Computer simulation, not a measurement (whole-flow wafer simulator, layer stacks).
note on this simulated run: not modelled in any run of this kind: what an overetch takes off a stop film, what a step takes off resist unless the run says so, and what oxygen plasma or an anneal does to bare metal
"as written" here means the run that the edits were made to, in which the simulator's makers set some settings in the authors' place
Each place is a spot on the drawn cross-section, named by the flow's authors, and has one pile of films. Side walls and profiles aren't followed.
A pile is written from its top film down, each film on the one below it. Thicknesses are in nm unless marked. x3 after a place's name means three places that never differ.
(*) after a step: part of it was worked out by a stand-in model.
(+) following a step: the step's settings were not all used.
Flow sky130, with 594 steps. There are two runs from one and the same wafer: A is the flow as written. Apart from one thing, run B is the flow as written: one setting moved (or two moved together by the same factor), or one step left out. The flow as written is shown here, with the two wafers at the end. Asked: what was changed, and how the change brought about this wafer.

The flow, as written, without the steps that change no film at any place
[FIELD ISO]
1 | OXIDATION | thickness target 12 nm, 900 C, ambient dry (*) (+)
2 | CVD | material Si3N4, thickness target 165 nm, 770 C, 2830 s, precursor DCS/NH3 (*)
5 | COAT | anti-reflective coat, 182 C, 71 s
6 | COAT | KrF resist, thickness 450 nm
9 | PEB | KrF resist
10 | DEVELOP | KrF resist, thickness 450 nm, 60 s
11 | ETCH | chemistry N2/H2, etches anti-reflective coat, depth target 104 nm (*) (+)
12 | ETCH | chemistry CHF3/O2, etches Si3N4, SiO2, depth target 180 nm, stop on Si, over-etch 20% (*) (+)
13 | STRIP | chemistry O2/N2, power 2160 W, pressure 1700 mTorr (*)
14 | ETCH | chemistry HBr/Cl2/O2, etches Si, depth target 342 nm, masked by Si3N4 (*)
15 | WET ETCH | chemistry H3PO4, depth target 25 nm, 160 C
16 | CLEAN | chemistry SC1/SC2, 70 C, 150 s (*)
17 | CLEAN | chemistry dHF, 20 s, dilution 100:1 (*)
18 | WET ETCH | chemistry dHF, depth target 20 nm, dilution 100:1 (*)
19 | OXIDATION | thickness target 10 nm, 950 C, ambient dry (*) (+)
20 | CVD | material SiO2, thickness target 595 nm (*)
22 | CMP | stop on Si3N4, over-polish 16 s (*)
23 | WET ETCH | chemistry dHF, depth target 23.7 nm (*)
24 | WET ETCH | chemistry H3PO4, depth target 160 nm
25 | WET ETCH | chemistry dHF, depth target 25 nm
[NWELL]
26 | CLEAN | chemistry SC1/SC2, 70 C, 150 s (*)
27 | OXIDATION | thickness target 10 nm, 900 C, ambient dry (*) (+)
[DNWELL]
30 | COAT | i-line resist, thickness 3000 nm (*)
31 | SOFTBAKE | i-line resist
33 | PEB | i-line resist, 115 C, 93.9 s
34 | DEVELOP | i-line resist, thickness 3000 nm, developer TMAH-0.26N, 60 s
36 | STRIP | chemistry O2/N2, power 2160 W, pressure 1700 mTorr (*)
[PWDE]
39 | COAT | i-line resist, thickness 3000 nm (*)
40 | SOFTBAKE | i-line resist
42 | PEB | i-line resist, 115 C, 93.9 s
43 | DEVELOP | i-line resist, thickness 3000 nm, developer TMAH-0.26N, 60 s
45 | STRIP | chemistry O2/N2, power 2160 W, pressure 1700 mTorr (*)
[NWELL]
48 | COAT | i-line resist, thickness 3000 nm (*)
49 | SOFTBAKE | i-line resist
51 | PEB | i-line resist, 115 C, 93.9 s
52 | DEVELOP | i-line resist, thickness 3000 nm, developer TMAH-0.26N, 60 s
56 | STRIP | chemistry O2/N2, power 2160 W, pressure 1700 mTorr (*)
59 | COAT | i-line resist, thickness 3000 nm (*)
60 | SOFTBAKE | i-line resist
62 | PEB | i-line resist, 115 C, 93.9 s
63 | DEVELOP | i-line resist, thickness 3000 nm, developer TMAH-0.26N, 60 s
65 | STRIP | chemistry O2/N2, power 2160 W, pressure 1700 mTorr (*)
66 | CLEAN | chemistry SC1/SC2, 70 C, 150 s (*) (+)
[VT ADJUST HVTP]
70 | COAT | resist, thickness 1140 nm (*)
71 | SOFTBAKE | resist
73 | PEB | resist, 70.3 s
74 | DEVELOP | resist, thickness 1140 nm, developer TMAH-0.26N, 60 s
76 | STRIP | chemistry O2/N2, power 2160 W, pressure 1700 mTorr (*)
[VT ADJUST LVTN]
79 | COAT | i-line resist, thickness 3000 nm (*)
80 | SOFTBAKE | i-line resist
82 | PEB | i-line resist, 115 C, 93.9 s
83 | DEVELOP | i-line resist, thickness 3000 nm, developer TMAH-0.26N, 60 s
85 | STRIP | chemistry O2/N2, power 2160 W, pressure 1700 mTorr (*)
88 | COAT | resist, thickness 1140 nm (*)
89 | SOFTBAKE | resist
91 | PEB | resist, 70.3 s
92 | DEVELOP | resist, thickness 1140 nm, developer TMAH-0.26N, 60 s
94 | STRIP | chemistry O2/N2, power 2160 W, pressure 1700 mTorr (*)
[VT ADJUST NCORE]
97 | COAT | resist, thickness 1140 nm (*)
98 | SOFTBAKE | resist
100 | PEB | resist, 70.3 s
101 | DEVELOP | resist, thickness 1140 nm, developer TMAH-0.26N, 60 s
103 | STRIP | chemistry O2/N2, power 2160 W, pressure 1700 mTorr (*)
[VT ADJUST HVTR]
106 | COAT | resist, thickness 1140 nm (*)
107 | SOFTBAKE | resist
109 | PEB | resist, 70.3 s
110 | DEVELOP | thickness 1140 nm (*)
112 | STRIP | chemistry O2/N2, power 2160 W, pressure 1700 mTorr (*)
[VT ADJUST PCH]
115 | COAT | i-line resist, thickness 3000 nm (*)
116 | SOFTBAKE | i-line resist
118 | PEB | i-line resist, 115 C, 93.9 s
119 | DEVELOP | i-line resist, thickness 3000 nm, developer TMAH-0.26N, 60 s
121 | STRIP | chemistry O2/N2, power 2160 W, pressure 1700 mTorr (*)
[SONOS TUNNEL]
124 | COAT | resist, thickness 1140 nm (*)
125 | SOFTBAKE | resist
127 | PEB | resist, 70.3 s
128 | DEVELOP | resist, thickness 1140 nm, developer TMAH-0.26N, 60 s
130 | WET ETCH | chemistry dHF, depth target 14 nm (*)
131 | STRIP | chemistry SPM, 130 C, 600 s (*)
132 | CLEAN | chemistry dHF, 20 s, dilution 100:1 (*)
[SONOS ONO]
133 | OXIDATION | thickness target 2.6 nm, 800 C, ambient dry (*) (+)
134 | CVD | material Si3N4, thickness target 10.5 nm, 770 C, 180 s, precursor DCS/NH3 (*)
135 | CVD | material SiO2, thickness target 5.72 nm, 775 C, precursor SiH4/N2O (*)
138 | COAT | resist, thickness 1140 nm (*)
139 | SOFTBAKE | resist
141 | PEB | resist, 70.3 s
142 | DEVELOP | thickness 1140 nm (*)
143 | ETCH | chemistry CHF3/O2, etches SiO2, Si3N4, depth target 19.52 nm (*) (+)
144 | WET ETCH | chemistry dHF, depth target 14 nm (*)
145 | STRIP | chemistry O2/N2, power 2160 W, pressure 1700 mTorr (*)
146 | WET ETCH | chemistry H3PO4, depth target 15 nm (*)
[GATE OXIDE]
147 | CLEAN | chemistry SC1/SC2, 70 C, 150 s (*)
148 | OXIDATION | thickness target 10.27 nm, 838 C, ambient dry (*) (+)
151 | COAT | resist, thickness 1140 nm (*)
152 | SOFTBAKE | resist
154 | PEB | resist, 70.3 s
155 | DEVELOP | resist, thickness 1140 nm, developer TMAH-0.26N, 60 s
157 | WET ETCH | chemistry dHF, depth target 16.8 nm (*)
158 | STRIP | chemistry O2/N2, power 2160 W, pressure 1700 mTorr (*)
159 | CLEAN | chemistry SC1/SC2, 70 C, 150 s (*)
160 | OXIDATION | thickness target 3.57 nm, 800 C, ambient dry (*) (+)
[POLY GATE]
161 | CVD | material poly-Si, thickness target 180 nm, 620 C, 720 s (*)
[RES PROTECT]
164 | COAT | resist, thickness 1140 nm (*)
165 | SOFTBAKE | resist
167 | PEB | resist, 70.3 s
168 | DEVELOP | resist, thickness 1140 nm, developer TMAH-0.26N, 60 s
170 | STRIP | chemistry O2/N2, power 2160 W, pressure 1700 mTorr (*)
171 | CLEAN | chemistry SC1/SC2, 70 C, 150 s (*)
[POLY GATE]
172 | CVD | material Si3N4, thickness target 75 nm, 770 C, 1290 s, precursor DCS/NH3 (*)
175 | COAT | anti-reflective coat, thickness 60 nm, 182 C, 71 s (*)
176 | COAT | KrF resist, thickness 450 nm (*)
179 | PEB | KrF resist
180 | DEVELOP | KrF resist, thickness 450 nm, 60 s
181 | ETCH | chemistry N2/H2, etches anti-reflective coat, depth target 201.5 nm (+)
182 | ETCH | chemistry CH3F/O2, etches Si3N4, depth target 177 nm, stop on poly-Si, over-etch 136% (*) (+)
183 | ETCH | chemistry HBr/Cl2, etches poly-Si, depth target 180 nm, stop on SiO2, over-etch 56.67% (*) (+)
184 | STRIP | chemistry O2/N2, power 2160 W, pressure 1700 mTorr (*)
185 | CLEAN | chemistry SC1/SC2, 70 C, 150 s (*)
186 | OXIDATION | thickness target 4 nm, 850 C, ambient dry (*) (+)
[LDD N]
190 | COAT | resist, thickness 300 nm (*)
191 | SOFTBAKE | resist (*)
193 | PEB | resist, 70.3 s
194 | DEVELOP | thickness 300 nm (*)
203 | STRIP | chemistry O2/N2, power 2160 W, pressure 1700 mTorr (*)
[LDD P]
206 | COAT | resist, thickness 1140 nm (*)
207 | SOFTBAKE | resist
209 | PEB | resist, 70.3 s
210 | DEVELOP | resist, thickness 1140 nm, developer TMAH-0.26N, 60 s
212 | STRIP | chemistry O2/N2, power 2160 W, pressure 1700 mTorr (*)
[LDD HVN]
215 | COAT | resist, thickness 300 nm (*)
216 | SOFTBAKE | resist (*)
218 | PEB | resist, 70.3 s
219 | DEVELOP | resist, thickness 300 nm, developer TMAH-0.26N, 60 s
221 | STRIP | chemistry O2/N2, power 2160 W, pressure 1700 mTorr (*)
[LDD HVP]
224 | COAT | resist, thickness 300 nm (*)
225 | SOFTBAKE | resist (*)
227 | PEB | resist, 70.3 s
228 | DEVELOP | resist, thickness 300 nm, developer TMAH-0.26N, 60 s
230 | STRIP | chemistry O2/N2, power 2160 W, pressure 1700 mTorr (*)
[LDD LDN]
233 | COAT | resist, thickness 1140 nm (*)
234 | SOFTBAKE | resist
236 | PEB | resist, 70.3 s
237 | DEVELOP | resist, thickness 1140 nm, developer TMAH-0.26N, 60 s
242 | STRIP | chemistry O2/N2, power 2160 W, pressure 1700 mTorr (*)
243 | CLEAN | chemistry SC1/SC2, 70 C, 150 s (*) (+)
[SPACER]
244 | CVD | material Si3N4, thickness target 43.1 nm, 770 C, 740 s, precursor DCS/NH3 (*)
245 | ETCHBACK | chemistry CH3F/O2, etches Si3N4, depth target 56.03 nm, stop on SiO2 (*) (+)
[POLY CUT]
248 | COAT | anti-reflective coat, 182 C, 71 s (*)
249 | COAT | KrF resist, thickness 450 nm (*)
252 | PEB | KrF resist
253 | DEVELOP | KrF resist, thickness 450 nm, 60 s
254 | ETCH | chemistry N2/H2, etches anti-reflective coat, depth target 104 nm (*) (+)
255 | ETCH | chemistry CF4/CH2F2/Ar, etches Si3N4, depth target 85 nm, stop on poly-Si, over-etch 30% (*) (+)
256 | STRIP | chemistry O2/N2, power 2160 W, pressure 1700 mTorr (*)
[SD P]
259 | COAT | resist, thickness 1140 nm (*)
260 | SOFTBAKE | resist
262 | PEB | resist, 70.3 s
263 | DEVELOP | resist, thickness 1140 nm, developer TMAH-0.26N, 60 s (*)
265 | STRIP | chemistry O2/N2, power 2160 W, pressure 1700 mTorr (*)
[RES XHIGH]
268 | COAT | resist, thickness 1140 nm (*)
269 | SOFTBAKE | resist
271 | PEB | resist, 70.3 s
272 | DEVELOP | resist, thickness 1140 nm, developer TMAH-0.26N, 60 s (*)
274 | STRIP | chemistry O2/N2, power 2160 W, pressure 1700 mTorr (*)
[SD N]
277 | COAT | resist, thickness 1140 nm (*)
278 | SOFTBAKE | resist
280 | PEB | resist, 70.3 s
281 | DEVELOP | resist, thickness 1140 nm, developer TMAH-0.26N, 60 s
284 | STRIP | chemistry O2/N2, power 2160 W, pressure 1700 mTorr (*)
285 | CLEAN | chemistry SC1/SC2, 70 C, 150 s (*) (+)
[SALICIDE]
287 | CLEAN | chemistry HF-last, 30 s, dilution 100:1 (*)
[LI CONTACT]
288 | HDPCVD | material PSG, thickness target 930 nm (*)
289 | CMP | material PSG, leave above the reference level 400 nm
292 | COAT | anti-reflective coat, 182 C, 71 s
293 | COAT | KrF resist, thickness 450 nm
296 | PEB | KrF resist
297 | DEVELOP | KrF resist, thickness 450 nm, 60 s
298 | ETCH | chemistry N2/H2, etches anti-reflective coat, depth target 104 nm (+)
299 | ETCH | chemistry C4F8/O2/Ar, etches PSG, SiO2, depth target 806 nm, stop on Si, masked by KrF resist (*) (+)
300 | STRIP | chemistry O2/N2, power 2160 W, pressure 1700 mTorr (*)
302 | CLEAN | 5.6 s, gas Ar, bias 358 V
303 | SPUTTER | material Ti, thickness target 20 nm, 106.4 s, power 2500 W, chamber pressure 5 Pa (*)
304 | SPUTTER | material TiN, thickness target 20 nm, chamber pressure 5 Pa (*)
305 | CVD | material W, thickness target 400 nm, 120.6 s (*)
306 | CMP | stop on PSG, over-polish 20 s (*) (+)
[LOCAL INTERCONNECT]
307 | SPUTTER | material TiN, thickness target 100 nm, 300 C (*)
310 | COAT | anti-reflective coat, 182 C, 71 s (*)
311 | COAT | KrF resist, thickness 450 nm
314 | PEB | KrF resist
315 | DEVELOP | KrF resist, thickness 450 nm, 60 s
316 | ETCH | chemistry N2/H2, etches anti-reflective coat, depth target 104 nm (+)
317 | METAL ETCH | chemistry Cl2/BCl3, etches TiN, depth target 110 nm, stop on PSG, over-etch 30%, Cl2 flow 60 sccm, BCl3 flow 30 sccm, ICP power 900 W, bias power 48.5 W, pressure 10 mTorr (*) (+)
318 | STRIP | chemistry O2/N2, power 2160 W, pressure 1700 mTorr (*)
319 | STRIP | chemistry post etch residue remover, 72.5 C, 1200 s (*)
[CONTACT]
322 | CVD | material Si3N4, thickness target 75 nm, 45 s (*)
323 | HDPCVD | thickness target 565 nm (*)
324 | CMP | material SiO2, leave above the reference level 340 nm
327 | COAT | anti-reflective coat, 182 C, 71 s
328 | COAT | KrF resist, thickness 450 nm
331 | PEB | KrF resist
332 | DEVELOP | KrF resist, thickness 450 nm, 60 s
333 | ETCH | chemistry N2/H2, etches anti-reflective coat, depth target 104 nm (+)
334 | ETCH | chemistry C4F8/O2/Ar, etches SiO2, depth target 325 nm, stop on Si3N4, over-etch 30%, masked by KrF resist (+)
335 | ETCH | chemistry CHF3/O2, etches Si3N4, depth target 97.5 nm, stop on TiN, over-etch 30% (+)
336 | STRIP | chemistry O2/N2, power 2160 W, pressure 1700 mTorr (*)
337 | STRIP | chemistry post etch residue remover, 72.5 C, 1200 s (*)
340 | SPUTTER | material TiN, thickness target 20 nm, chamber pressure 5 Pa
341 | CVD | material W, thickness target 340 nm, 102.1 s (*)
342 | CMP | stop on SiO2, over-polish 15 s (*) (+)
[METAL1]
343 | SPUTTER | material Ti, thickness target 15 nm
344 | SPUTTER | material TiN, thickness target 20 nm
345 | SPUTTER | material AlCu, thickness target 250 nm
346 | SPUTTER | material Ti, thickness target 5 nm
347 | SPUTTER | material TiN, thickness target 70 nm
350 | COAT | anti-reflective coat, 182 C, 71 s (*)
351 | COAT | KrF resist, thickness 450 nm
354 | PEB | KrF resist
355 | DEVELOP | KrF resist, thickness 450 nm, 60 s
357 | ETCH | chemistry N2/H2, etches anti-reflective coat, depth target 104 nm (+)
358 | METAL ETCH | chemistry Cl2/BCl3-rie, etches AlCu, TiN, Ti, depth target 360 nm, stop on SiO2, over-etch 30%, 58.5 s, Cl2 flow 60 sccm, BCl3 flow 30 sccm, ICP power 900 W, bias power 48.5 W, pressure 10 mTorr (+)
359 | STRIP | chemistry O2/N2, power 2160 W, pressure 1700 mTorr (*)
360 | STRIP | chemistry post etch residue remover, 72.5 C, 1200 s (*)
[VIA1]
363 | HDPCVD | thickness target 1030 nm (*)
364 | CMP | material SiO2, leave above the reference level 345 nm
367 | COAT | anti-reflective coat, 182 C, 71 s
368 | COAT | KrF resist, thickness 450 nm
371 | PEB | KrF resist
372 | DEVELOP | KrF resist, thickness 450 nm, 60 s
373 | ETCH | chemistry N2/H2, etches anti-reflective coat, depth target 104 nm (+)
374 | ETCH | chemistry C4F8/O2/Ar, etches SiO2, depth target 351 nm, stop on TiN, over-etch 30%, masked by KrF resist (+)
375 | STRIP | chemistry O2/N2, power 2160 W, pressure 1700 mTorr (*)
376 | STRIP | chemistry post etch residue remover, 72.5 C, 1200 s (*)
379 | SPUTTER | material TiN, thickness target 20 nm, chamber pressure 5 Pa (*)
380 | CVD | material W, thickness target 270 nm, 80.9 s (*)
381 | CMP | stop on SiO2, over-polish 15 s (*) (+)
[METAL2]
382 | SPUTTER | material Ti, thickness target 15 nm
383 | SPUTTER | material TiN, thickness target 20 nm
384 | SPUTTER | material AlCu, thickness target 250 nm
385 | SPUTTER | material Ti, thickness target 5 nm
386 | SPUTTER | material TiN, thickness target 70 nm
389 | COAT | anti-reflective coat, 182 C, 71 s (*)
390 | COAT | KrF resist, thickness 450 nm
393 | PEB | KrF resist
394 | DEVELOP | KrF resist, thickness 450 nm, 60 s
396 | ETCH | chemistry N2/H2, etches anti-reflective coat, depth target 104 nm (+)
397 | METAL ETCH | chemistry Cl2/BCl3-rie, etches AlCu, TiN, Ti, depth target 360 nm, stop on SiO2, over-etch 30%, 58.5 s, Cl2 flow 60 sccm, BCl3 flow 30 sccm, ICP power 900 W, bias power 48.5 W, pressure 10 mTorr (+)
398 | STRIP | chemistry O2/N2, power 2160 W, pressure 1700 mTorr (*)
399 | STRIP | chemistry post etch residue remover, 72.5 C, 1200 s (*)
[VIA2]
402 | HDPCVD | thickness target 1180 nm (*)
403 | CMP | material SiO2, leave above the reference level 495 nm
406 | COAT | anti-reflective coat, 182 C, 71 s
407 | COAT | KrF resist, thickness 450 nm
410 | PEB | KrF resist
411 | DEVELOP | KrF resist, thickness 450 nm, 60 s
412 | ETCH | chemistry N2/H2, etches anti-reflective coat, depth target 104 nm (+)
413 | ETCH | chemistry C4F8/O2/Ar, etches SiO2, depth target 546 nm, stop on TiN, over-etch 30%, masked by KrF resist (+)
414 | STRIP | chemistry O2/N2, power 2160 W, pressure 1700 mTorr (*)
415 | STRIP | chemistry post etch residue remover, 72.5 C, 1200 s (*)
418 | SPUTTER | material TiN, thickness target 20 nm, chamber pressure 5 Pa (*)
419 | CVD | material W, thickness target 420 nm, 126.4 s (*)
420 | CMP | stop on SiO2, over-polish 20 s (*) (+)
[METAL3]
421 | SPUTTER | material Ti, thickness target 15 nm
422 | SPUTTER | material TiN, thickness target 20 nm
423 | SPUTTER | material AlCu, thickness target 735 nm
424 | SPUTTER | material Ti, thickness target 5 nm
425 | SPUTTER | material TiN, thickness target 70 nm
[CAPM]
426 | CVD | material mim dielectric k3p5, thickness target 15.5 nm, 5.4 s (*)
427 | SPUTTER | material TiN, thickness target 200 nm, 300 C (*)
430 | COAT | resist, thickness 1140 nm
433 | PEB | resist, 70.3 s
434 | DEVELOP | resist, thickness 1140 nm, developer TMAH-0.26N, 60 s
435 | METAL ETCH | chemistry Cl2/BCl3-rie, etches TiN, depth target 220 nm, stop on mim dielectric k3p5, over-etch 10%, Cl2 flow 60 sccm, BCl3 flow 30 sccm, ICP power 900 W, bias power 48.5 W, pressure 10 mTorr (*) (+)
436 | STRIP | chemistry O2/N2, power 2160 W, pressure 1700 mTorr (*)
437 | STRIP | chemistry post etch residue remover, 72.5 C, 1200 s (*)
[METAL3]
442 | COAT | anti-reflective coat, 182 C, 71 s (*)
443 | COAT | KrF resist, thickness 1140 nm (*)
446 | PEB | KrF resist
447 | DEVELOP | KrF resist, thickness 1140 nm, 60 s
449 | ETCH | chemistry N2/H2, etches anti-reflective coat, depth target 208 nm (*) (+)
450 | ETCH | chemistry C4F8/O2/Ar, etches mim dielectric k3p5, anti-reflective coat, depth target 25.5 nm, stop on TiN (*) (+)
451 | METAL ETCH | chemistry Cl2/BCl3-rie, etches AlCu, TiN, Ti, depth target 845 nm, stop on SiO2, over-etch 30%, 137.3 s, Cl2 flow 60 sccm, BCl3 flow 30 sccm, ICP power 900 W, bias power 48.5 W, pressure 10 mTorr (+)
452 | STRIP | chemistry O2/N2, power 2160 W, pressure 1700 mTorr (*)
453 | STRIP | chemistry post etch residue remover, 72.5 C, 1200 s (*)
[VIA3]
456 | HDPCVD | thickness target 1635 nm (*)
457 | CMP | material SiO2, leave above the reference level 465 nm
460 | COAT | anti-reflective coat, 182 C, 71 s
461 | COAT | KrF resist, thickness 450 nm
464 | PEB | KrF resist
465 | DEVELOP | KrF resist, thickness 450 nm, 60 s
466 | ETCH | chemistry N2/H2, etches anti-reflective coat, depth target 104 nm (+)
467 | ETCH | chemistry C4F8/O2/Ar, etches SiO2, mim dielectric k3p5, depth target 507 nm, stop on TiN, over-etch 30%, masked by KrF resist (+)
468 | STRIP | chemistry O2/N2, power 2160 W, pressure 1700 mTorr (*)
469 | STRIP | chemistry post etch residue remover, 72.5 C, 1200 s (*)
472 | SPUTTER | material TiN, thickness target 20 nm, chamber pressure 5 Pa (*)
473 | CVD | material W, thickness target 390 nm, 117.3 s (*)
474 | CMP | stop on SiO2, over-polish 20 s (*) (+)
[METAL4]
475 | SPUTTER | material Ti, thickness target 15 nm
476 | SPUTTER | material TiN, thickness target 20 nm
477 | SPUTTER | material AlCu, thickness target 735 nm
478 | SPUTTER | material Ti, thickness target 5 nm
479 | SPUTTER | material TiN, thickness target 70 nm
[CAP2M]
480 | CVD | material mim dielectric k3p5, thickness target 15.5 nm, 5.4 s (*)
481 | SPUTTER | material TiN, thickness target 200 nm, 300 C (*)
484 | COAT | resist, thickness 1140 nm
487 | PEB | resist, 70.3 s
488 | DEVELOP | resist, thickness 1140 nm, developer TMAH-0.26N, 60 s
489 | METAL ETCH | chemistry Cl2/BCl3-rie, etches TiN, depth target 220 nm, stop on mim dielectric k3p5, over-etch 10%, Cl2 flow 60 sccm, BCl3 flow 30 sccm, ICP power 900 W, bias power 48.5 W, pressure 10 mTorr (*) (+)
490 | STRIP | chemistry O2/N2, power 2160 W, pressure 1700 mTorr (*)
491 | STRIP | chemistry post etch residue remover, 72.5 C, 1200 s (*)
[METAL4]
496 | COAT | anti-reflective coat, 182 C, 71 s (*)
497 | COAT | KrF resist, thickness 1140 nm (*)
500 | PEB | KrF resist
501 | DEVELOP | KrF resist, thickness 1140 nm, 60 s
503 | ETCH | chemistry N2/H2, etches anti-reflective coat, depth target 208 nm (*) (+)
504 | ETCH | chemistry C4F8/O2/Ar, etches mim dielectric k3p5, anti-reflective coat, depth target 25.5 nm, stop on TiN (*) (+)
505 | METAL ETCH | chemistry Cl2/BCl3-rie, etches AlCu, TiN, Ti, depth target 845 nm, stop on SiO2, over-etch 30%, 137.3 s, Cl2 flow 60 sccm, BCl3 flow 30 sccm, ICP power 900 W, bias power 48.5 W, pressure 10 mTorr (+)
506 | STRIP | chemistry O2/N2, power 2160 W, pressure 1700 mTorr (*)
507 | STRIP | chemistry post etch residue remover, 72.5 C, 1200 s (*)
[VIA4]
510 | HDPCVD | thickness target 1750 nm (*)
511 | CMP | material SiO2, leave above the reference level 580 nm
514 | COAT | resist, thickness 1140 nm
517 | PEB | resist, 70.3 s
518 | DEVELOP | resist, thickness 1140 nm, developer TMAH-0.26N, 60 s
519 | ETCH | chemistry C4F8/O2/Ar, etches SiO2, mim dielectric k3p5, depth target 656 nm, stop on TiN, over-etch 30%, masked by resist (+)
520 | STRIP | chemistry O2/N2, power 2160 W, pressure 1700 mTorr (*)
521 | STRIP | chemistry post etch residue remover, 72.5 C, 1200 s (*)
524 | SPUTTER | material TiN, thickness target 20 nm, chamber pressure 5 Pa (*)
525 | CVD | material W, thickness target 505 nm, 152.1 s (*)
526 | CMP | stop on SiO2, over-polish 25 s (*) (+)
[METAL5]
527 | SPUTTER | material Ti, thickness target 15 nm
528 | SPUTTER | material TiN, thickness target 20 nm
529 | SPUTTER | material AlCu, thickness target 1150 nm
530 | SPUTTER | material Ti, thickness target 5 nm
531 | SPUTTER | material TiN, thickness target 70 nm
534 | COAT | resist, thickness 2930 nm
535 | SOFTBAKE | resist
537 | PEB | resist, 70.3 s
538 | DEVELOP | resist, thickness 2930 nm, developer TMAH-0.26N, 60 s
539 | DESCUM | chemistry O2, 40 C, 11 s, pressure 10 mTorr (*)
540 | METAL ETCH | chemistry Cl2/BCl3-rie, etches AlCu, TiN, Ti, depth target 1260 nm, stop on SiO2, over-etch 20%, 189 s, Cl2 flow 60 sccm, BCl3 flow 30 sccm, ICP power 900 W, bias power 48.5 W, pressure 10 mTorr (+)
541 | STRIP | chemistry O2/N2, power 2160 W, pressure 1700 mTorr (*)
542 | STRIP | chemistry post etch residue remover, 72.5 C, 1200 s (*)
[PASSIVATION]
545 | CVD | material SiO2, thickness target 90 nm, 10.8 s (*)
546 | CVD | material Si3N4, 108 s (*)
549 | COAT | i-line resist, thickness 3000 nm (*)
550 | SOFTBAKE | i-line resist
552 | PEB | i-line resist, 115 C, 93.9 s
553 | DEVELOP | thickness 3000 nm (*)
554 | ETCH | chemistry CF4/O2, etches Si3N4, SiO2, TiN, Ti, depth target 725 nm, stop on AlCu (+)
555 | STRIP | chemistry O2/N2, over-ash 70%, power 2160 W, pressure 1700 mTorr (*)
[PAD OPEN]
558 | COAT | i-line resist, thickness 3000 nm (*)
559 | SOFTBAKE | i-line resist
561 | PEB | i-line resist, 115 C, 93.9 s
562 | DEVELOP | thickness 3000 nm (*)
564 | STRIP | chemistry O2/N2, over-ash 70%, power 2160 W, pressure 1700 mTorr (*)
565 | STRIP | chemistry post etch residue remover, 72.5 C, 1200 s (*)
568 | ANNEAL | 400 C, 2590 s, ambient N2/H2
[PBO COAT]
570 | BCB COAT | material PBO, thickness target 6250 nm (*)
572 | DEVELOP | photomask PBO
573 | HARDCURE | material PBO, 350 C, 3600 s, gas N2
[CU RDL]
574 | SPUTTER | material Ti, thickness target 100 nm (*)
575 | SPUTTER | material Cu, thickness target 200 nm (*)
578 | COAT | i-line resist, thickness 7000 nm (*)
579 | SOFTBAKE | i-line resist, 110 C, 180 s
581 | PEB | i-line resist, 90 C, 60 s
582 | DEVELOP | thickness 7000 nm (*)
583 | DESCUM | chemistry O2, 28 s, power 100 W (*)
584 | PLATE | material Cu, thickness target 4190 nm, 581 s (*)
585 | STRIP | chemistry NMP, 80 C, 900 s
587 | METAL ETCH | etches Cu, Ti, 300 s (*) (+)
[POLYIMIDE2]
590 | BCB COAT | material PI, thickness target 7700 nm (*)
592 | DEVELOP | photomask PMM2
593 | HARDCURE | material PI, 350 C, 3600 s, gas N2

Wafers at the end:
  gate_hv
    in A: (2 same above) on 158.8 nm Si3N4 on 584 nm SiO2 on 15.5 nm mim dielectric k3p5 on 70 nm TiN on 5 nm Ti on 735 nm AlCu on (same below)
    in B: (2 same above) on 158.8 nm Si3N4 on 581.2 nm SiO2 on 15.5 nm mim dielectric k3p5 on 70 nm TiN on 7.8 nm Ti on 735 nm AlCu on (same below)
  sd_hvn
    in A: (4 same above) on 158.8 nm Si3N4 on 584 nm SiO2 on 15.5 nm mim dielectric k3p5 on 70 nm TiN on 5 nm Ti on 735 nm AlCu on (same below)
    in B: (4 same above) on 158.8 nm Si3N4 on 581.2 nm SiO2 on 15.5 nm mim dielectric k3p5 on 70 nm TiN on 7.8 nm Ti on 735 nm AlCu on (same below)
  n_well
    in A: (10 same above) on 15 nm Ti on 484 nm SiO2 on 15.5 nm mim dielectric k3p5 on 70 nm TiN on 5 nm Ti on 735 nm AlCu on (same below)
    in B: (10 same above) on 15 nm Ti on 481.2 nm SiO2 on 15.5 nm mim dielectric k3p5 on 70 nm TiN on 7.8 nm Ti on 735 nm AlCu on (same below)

The reason: step 478, SPUTTER: thickness target 7.8 nm was run, whereas the flow has thickness target 5 nm.
One can read it off the wafer: gate_hv has Ti 7.8, and step 478 as written asks for 5 nm.

Step by step, how the change led to this:
  478 | SPUTTER | material Ti, thickness target 5 nm
      field, active, n_well and 189 more: A Ti gains 5 (new film) | B Ti gains 7.8 (new film)
  505 | METAL ETCH | chemistry Cl2/BCl3-rie, etches AlCu, TiN, Ti, depth target 845 nm, stop on SiO2, over-etch 30%, 137.3 s, Cl2 flow 60 sccm, BCl3 flow 30 sccm, ICP power 900 W, bias power 48.5 W, pressure 10 mTorr (+)
      field, gate, spacer and 68 more: A TiN loses 70 (all of it), Ti loses 5 (all of it), AlCu loses 735 (all of it), TiN loses 20 (all of it), Ti loses 15 (all of it), SiO2 loses 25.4 | B TiN loses 70 (all of it), Ti loses 7.8 (all of it), AlCu loses 735 (all of it), TiN loses 20 (all of it), Ti loses 15 (all of it), SiO2 loses 25.1
      active, vpp_iso1, mim_edge_plate and 14 more: A TiN loses 70 (all of it), Ti loses 5 (all of it), AlCu loses 735 (all of it), TiN loses 20 (all of it), Ti loses 15 (all of it), SiO2 loses 25.3 | B TiN loses 70 (all of it), Ti loses 7.8 (all of it), AlCu loses 735 (all of it), TiN loses 20 (all of it), Ti loses 15 (all of it), SiO2 loses 25.1
